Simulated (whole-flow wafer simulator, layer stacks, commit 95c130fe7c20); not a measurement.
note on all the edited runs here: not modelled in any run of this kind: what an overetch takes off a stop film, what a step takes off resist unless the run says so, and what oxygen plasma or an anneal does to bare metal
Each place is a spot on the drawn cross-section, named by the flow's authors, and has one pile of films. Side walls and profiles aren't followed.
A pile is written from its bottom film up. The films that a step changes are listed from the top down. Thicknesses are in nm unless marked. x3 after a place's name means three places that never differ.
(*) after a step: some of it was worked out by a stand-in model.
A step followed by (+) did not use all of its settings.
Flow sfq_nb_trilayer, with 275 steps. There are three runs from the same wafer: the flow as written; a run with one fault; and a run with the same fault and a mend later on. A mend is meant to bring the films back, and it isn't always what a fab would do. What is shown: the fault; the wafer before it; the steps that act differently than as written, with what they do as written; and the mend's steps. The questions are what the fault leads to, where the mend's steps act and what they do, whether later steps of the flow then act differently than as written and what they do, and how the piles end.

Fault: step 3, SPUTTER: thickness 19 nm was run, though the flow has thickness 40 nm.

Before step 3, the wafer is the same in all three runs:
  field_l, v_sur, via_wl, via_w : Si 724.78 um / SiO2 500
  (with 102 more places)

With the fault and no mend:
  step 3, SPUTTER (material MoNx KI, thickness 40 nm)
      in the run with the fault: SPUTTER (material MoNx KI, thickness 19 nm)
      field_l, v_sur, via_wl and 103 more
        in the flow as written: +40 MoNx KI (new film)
        in the run with the fault: +19 MoNx KI (new film)
  Steps further on in the flow that do not act as written (not shown: 8 more steps that differ only slightly, by at most 2% or 0.5 nm, whichever is larger):
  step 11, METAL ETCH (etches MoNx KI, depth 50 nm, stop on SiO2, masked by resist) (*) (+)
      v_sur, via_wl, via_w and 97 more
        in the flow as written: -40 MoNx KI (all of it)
        in the run with the fault: -19 MoNx KI (all of it)
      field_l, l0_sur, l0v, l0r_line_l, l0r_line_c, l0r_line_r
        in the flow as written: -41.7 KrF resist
        in the run with the fault: -23.8 KrF resist
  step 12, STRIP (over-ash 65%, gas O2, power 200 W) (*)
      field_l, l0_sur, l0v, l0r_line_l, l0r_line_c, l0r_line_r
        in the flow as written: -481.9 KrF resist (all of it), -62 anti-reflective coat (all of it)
        in the run with the fault: -499.8 KrF resist (all of it), -62 anti-reflective coat (all of it)
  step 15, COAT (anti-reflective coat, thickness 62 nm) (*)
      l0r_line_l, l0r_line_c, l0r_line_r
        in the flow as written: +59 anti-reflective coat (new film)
        in the run with the fault: +60.4 anti-reflective coat (new film)
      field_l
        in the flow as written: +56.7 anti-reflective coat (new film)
        in the run with the fault: +59.2 anti-reflective coat (new film)
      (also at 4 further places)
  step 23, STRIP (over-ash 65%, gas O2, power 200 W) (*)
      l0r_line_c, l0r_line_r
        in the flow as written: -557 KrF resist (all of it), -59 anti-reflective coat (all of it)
        in the run with the fault: -558.5 KrF resist (all of it), -60.4 anti-reflective coat (all of it)
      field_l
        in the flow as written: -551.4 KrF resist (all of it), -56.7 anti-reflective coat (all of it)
        in the run with the fault: -555.9 KrF resist (all of it), -59.2 anti-reflective coat (all of it)
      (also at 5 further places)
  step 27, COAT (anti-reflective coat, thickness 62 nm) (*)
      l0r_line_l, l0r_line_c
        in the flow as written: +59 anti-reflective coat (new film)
        in the run with the fault: +60.4 anti-reflective coat (new film)
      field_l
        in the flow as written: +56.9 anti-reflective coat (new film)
        in the run with the fault: +59.4 anti-reflective coat (new film)
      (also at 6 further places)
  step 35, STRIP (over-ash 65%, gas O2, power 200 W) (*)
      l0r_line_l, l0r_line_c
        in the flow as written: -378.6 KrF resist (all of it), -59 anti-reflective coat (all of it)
        in the run with the fault: -380.6 KrF resist (all of it), -60.4 anti-reflective coat (all of it)
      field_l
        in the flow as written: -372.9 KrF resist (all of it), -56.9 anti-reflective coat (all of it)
        in the run with the fault: -377.9 KrF resist (all of it), -59.4 anti-reflective coat (all of it)
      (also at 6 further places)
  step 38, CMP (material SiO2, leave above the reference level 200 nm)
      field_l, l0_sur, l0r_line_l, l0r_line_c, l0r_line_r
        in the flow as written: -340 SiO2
        in the run with the fault: -319 SiO2
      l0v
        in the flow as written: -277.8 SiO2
        in the run with the fault: -256.8 SiO2
  By the end, the piles at field_l, l0_sur, l0v, l0r_line_l, l0r_line_c, l0r_line_r depart from the flow's by more than 2% or 0.5 nm, whichever is larger.
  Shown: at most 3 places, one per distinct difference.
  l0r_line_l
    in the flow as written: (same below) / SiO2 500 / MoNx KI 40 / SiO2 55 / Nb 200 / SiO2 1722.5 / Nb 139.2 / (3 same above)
    in the run with the fault: (same below) / SiO2 500 / MoNx KI 19 / SiO2 55 / Nb 200 / SiO2 1743.5 / Nb 139.2 / (3 same above)
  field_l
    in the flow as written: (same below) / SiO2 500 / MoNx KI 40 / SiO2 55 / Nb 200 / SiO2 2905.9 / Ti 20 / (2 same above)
    in the run with the fault: (same below) / SiO2 500 / MoNx KI 19 / SiO2 55 / Nb 200 / SiO2 2926.9 / Ti 20 / (2 same above)
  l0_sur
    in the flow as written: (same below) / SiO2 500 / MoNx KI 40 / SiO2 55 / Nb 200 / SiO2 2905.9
    in the run with the fault: (same below) / SiO2 500 / MoNx KI 19 / SiO2 55 / Nb 200 / SiO2 2926.9

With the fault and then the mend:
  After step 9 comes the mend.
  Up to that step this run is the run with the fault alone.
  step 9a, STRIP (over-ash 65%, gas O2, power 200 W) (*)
      v_sur, via_wl, via_w and 97 more
        -62 anti-reflective coat (all of it)
      field_l, l0_sur, l0v, l0r_line_l, l0r_line_c, l0r_line_r
        -575.2 KrF resist (all of it), -62 anti-reflective coat (all of it)
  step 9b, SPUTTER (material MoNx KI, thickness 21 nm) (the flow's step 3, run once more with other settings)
      field_l, v_sur, via_wl and 103 more
        +21 MoNx KI
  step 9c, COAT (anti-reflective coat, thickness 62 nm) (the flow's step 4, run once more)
      field_l, v_sur, via_wl and 103 more
        +62 anti-reflective coat (new film)
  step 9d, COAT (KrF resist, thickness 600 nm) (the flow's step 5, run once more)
      field_l, v_sur, via_wl and 103 more
        +600 KrF resist (new film)
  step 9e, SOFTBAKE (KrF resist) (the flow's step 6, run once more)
      alters no film at any place that is followed
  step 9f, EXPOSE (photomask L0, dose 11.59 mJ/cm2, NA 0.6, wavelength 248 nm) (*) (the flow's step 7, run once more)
      alters no film at any place that is followed
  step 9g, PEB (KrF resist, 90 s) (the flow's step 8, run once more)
      field_l, v_sur, via_wl and 103 more
        -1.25 KrF resist
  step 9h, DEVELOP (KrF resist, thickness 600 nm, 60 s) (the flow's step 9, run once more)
      v_sur, via_wl, via_w and 97 more
        -598.7 KrF resist (all of it)
      field_l, l0_sur, l0v, l0r_line_l, l0r_line_c, l0r_line_r
        -23.5 KrF resist
  None of the later steps of the flow acts differently than as written at any place that is followed.
  The piles end the same as the flow's at every place that both follow.
